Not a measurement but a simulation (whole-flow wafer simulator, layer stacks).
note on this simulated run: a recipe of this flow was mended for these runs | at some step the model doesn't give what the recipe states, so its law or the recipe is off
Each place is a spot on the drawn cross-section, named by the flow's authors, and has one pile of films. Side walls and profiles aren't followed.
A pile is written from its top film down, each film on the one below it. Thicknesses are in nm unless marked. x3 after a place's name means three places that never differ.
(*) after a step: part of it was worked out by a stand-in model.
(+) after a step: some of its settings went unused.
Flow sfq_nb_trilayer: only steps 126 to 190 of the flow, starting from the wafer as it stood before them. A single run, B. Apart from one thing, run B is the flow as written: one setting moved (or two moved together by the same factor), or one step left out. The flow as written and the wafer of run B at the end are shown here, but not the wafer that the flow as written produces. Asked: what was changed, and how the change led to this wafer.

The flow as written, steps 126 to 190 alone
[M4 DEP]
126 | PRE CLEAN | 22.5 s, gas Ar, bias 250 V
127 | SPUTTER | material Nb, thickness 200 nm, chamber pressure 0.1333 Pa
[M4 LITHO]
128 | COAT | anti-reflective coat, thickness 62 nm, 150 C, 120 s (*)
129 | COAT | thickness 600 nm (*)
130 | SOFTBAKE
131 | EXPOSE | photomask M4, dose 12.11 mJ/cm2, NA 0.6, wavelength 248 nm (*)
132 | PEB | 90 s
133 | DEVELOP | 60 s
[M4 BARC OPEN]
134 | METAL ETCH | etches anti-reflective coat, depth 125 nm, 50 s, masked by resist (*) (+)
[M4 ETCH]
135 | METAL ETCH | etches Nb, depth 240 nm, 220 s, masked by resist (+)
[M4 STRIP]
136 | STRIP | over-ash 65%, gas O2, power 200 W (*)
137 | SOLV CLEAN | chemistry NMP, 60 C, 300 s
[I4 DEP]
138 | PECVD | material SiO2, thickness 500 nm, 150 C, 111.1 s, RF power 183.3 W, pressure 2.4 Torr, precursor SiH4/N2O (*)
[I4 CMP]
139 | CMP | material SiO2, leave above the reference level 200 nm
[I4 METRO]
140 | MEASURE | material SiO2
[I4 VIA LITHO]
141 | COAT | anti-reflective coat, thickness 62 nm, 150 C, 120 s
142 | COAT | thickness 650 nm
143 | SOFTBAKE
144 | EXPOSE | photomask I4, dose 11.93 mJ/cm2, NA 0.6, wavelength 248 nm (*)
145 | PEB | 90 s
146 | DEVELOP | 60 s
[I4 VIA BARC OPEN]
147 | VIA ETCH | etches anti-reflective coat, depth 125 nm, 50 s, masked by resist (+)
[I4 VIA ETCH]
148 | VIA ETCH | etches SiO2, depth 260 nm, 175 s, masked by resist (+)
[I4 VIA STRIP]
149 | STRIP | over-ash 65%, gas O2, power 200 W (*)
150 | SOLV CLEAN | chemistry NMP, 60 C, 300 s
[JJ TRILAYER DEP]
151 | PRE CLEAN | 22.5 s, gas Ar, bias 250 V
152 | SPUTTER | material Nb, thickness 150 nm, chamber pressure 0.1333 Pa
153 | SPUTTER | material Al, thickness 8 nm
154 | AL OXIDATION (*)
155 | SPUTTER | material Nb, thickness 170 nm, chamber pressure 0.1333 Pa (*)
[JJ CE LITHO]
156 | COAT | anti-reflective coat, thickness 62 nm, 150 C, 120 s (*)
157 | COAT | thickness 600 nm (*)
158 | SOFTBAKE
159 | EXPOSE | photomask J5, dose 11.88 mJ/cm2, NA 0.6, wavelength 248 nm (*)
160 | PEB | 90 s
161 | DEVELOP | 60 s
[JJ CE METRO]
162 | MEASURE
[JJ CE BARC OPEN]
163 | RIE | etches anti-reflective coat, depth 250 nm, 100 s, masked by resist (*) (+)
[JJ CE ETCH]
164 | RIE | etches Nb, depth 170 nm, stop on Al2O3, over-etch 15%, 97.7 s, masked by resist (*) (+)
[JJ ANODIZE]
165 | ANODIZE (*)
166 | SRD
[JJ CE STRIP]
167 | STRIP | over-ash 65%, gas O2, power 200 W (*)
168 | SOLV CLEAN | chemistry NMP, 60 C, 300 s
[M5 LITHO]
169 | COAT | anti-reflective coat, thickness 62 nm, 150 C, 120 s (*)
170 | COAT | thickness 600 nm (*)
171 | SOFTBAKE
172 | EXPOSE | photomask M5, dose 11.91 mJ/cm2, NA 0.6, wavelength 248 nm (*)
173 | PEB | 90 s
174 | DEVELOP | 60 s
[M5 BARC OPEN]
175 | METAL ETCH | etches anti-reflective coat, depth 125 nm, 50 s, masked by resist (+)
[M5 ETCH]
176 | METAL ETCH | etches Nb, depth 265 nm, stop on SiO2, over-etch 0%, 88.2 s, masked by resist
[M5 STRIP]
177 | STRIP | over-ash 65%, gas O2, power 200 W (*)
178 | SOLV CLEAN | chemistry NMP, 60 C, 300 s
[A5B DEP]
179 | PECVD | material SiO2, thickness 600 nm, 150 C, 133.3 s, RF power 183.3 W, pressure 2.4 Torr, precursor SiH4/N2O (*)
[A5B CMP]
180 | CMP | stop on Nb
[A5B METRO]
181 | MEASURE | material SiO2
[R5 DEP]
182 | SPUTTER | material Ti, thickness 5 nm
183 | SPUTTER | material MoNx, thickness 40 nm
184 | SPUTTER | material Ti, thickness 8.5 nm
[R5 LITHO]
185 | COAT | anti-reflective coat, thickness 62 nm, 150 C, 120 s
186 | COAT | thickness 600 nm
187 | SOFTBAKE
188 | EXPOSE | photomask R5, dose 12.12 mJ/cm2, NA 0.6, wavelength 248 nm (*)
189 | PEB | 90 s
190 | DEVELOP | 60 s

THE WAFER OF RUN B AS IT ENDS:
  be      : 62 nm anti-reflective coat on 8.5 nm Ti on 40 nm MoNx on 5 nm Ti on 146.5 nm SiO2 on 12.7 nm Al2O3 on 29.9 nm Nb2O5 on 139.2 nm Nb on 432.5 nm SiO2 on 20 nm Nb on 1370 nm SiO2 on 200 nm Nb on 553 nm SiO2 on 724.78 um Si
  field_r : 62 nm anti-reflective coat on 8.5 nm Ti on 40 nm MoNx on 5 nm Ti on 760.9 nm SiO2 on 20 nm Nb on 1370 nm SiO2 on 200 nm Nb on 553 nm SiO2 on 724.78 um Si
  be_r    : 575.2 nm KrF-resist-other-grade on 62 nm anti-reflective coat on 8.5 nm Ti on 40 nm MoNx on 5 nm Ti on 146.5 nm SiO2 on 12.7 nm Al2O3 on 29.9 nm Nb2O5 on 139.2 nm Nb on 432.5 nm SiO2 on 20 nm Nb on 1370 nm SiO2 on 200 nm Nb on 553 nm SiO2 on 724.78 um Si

Cause: step 127, SPUTTER: thickness 260 nm was run, while the flow as written has thickness 200 nm.

The path from the change to this, step by step:
  127 | SPUTTER | material Nb, thickness 200 nm, chamber pressure 0.1333 Pa
      field_l, v_sur, via_wl and 102 more: Nb gains 260 (new film) (it would be, as written: Nb gains 200 (new film))
      via_v: Nb gains 214.4 (it would be, as written: Nb gains 164.5)
  135 | METAL ETCH | etches Nb, depth 240 nm, 220 s, masked by resist (+)
      field_l, be, be_sur and 64 more: Nb loses 240 (it would be, as written: Nb loses 200 (all of it), SiO2 loses 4)
  138 | PECVD | material SiO2, thickness 500 nm, 150 C, 111.1 s, RF power 183.3 W, pressure 2.4 Torr, precursor SiH4/N2O (*)
      field_l, be, be_sur and 55 more: SiO2 gains 500 (new film) (it would be, as written: SiO2 gains 500)
      p3_s0 x6: SiO2 gains 597.1 (new film) (it would be, as written: SiO2 gains 561.1)
      (also at 4 further places)
  139 | CMP | material SiO2, leave above the reference level 200 nm
      field_l, be, be_sur and 55 more: SiO2 loses 60 (it would be, as written: SiO2 loses 96)
      lsp_r, l0_sur, l0v: SiO2 loses 50.3 (it would be, as written: SiO2 loses 87.7)
      (also at 1 further place)
With metal films that touch counted as one body, be has 4 bodies (between them, from the top down: SiO2 146.5 / Al2O3 12.7 / Nb2O5 29.9; SiO2 432.5; SiO2 1370); the flow as written gives 3 bodies (between them, from the top down: SiO2 146.5 / Al2O3 12.7 / Nb2O5 29.9; SiO2 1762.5).
With metal films that touch counted as one body, field_r has 3 bodies (between them, from the top down: SiO2 760.9; SiO2 1370); the flow as written gives 2 bodies (between them, from the top down: SiO2 2090.9).
With metal films that touch counted as one body, be_r has 4 bodies (between them, from the top down: SiO2 146.5 / Al2O3 12.7 / Nb2O5 29.9; SiO2 432.5; SiO2 1370); the flow as written gives 3 bodies (between them, from the top down: SiO2 146.5 / Al2O3 12.7 / Nb2O5 29.9; SiO2 1762.5).
